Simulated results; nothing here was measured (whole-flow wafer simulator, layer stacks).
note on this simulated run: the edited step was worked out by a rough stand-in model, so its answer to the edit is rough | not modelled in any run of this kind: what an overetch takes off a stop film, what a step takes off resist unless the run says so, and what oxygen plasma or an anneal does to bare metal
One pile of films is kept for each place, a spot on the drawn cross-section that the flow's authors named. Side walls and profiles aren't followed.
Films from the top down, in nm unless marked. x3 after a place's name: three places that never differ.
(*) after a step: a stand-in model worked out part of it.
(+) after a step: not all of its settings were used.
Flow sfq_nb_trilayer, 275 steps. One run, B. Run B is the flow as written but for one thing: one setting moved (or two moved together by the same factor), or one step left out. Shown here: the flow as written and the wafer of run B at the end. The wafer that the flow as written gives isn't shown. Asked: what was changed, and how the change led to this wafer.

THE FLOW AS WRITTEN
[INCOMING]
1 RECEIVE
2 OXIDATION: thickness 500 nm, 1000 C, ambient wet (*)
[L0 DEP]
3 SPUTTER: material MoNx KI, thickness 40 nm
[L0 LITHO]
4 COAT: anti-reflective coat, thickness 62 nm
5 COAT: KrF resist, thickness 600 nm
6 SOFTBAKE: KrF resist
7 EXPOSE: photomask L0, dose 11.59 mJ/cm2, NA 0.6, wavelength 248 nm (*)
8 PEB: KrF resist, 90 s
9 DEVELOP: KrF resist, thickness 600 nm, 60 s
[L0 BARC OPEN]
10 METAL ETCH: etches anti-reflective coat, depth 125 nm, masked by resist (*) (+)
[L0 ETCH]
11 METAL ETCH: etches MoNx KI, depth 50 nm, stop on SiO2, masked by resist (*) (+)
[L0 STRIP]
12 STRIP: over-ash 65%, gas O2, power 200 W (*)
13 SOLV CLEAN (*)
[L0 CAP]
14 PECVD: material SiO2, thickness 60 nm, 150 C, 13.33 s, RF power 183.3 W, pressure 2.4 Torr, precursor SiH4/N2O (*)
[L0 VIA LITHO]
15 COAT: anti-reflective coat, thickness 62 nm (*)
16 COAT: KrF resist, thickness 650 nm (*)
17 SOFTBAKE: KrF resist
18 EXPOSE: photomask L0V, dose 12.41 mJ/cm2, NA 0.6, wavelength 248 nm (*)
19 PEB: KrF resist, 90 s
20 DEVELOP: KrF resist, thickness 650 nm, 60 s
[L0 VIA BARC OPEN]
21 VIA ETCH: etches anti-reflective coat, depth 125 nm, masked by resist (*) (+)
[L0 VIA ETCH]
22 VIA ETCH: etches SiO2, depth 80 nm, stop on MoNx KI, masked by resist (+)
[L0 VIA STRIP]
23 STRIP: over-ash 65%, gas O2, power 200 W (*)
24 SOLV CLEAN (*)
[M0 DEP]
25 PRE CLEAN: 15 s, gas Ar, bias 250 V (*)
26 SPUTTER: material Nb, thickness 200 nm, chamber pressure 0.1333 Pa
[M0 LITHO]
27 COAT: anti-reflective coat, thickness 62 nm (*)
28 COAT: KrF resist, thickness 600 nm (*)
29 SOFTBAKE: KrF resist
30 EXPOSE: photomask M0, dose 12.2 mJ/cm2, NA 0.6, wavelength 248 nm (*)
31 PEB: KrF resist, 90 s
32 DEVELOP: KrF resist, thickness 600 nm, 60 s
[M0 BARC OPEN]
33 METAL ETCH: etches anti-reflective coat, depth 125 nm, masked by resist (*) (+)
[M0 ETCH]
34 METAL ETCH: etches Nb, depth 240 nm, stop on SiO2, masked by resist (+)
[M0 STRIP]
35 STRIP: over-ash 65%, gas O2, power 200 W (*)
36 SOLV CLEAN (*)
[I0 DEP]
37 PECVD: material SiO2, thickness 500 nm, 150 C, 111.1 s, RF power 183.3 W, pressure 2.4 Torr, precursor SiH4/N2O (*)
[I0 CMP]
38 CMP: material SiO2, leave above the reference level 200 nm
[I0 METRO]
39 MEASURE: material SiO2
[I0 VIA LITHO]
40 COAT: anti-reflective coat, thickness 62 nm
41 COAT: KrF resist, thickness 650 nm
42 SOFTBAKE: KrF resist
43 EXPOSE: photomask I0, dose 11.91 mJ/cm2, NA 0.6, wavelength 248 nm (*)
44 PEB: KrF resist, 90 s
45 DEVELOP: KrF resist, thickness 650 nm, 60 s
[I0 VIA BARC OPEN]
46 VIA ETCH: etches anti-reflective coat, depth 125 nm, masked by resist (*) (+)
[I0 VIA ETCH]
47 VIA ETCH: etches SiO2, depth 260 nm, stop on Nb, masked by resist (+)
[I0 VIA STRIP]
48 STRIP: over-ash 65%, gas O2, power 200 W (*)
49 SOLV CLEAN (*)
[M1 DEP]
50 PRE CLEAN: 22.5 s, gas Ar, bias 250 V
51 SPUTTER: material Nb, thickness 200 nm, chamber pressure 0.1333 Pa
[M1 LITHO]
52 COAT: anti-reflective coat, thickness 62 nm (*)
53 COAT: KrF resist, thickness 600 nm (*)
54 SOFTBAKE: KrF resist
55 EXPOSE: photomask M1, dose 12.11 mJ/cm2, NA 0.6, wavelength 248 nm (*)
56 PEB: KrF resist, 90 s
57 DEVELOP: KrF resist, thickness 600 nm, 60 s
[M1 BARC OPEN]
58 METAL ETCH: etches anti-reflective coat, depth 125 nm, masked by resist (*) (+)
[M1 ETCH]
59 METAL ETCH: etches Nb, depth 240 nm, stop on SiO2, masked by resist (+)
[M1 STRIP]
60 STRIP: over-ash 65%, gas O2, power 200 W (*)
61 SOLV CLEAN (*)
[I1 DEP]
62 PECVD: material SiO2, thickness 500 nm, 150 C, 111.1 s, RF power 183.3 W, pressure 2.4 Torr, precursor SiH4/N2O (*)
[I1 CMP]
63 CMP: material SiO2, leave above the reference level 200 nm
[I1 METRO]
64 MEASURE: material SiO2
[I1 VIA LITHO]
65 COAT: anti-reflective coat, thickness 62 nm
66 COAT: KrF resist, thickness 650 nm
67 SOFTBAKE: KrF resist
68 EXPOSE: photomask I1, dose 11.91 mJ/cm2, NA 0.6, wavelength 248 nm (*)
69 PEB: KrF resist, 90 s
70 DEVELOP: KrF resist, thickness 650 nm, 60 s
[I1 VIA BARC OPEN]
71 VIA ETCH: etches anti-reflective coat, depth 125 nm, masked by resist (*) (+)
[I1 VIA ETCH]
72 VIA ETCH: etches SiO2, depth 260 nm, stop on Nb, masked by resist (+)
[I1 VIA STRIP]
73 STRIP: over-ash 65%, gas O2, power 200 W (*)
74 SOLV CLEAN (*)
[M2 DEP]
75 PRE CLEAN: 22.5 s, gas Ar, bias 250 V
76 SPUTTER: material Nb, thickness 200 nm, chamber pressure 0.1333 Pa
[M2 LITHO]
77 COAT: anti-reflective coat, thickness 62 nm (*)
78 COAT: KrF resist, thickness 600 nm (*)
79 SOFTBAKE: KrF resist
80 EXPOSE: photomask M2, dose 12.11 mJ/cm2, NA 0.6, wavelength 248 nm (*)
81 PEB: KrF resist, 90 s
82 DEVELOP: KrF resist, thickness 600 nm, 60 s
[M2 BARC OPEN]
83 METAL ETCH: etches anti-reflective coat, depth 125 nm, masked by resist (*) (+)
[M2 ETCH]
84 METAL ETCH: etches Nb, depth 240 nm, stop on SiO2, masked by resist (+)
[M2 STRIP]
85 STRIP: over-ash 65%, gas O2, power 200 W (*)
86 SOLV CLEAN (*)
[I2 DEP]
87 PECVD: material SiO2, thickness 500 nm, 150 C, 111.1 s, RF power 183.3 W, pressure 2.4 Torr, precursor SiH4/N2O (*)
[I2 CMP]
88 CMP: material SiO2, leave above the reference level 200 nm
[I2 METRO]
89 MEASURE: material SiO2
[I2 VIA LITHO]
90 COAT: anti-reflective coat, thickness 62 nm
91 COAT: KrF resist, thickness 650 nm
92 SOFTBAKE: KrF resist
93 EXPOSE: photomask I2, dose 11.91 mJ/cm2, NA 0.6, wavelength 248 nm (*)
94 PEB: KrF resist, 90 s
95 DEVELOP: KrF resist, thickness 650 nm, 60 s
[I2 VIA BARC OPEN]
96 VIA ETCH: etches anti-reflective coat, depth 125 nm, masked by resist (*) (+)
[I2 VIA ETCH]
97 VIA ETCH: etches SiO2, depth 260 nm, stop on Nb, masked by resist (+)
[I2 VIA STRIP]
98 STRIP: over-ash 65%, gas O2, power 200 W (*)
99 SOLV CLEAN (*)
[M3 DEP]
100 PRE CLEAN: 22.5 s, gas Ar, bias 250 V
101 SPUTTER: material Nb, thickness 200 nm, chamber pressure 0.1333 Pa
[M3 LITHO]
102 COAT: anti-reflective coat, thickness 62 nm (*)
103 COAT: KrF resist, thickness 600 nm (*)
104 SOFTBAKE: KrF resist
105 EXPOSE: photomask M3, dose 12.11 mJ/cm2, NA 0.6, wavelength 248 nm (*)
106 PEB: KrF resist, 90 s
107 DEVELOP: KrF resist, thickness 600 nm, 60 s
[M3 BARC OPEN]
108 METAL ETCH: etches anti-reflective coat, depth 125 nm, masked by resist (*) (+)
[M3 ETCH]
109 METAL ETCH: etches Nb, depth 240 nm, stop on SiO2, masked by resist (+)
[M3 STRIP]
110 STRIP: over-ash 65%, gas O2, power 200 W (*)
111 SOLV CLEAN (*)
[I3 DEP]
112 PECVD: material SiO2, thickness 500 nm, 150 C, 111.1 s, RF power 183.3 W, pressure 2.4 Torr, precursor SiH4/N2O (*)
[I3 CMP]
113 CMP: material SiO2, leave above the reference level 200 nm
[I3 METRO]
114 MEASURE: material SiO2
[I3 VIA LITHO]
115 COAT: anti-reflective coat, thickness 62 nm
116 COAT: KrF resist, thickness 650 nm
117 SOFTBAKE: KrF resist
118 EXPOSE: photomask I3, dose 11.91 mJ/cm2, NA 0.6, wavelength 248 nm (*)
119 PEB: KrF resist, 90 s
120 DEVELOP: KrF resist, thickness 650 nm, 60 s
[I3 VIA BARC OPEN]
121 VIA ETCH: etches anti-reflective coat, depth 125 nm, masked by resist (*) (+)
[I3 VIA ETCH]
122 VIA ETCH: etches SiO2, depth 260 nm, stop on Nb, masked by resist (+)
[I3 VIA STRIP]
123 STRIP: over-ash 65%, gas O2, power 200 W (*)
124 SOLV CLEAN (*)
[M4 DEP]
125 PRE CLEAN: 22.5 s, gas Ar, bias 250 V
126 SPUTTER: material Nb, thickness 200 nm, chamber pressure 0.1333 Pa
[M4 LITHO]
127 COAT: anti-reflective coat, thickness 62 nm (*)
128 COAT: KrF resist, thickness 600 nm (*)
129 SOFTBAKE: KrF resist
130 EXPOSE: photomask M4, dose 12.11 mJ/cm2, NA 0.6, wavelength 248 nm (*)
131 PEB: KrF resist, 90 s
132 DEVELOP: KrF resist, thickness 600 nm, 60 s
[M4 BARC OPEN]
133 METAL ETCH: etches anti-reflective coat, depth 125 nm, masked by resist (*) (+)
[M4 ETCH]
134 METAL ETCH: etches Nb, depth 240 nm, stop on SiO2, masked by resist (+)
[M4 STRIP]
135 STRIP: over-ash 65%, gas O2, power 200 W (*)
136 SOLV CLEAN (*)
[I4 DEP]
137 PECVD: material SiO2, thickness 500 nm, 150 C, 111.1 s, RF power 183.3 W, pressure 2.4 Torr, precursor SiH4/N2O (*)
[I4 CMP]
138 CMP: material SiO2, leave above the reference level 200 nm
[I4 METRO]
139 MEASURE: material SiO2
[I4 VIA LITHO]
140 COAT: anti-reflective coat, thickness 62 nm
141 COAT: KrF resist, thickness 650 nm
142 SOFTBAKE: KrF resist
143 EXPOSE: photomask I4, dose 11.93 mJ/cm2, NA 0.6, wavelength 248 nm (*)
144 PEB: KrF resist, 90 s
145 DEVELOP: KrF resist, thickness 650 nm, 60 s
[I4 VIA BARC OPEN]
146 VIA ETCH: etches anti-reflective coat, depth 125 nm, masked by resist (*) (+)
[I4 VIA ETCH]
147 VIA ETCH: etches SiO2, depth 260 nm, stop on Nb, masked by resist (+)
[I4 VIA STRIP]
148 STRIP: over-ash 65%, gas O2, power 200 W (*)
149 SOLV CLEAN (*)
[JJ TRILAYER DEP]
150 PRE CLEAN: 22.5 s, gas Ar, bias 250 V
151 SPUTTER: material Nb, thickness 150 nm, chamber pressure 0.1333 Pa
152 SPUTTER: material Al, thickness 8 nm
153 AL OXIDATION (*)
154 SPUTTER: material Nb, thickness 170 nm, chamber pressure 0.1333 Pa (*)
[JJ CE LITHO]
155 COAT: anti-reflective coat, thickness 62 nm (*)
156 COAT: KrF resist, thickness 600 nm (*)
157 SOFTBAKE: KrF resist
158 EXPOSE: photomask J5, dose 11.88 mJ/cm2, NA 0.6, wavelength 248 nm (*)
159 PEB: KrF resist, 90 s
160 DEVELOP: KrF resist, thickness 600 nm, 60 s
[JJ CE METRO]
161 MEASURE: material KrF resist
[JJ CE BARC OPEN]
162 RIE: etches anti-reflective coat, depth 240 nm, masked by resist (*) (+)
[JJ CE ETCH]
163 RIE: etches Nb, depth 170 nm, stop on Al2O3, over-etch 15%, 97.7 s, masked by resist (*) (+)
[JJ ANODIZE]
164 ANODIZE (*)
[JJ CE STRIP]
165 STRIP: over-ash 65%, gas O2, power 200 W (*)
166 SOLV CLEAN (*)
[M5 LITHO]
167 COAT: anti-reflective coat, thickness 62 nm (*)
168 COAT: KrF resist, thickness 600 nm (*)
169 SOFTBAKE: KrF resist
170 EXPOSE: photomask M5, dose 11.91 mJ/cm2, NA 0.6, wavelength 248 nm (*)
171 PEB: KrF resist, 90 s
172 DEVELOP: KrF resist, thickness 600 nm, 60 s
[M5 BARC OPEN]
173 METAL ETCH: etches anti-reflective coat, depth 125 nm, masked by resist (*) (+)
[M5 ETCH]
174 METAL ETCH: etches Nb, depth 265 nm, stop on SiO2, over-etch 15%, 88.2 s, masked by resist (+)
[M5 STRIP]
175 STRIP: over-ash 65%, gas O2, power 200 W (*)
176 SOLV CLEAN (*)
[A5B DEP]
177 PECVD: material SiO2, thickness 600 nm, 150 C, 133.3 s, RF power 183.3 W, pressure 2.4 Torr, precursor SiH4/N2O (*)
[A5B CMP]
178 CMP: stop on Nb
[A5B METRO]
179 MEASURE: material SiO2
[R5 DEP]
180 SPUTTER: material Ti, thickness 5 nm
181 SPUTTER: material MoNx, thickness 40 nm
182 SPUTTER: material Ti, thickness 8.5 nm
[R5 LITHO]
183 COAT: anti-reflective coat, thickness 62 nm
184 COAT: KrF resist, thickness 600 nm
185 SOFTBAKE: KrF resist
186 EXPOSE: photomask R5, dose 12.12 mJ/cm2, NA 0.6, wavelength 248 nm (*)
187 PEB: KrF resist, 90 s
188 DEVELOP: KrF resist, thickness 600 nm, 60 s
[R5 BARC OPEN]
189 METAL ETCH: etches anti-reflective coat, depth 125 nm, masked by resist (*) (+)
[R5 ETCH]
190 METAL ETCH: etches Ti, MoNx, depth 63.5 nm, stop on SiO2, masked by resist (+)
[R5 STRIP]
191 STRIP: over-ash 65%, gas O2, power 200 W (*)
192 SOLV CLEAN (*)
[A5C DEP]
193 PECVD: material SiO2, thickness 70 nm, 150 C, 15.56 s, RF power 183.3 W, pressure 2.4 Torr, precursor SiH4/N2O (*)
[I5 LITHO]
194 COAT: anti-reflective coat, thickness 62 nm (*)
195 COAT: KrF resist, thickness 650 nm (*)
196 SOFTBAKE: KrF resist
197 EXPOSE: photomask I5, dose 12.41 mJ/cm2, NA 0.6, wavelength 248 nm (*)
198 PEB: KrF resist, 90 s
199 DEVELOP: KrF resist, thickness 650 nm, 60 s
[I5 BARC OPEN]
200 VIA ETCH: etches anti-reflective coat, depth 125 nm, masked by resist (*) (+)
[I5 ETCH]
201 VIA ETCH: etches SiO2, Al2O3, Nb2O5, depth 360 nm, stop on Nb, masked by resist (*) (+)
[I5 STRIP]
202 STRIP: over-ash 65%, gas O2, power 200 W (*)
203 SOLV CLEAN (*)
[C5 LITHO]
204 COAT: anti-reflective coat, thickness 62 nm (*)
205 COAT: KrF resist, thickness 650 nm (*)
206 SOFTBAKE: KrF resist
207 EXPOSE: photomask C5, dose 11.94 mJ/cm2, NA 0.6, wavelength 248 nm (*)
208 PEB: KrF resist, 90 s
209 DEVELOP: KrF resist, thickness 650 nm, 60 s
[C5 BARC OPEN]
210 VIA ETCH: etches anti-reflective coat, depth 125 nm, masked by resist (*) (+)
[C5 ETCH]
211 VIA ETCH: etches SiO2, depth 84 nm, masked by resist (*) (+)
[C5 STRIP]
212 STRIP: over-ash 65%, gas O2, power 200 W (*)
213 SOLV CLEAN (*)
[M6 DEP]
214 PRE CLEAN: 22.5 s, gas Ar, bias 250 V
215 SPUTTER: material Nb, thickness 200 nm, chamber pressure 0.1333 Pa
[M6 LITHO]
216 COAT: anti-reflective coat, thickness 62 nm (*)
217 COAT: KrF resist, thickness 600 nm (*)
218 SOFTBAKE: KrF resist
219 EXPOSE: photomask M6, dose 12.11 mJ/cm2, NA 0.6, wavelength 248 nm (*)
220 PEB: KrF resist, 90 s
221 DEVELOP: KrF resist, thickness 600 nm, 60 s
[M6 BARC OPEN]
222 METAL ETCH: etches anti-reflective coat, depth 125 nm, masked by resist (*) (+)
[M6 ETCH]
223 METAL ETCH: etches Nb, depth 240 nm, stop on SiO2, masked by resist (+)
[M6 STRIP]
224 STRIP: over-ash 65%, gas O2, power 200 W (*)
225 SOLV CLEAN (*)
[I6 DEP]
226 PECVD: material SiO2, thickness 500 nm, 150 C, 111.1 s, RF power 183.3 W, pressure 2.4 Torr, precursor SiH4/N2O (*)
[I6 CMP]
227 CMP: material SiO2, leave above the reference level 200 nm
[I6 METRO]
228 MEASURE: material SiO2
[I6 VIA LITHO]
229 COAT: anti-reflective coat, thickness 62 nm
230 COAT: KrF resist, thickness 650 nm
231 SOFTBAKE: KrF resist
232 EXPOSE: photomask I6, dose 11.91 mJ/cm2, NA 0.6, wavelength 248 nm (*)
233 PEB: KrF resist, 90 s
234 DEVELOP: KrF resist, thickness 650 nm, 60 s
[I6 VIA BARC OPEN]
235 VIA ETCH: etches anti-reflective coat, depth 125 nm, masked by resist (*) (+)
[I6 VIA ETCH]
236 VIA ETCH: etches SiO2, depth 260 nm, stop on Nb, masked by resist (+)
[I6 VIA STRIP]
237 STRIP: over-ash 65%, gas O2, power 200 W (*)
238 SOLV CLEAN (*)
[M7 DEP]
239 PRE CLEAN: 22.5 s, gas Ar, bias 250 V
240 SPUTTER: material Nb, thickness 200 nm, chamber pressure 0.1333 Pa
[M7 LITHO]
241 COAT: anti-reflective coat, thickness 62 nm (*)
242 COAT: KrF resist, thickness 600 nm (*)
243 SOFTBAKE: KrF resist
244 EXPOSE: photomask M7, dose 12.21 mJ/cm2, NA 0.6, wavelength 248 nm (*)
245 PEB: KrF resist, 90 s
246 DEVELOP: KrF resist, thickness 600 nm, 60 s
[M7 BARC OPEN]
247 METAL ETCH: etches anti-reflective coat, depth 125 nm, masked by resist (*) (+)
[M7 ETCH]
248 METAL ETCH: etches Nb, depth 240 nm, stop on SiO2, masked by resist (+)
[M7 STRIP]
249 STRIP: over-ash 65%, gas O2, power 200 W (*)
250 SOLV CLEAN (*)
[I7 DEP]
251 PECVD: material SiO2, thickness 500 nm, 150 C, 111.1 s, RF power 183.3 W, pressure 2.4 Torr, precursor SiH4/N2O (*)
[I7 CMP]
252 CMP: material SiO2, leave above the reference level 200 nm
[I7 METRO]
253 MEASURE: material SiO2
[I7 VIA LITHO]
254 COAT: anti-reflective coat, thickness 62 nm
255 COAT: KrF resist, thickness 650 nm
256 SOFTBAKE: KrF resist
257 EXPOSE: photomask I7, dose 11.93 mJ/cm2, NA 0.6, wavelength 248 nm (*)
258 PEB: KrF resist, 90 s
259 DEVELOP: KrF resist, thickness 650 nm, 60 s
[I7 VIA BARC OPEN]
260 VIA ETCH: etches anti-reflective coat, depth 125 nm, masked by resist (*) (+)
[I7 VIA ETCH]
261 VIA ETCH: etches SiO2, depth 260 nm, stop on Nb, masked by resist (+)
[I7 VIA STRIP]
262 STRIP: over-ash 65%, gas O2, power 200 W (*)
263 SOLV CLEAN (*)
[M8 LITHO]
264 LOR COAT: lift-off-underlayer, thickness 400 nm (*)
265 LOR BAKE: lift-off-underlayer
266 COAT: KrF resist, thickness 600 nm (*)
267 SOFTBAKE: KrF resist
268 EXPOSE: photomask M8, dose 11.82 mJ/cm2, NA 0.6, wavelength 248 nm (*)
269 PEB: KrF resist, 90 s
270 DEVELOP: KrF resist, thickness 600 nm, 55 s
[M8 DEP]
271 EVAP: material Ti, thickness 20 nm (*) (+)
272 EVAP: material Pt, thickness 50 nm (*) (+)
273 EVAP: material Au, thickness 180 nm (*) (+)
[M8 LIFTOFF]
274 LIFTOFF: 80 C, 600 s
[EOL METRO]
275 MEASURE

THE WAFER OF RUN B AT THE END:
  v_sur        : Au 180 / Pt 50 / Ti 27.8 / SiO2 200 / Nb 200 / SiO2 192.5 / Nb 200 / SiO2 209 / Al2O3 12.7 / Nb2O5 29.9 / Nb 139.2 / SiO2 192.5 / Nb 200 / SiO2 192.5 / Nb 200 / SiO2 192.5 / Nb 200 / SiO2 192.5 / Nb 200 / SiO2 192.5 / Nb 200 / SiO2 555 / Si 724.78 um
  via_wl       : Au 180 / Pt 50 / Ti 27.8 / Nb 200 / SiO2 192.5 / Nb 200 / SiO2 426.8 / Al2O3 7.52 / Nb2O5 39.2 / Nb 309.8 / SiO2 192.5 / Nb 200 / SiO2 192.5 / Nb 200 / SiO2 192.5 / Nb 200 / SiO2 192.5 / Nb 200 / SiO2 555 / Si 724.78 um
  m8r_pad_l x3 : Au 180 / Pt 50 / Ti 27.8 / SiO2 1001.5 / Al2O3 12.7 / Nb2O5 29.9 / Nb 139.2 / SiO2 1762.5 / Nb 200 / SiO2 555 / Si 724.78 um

The cause: step 271, EVAP: thickness 27.8 nm was run, where the flow has thickness 20 nm.
It can be read off the wafer: v_sur has Ti 27.8, and step 271 as written asks for 20 nm.

How the change led to this, step by step:
  271 EVAP: material Ti, thickness 20 nm (*) (+)
      field_l, v_sur, via_wl and 103 more: Ti +27.8 (new film) (as written it would be: Ti +20 (new film))
  274 LIFTOFF: 80 C, 600 s
      p4_fl x3, p4_w1 x9, p4_g1 x2 and 60 more: Au -180 (all of it), Pt -50 (all of it), Ti -27.8 (all of it), KrF resist -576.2 (all of it), lift-off-underlayer -400 (all of it) (as written it would be: Au -180 (all of it), Pt -50 (all of it), Ti -20 (all of it), KrF resist -576.2 (all of it), lift-off-underlayer -400 (all of it))
      c5j, ce_r: Au -180 (all of it), Pt -50 (all of it), Ti -27.8 (all of it), KrF resist -573.3 (all of it), lift-off-underlayer -399.3 (all of it) (as written it would be: Au -180 (all of it), Pt -50 (all of it), Ti -20 (all of it), KrF resist -573.3 (all of it), lift-off-underlayer -399.3 (all of it))
      (and at 19 more places)
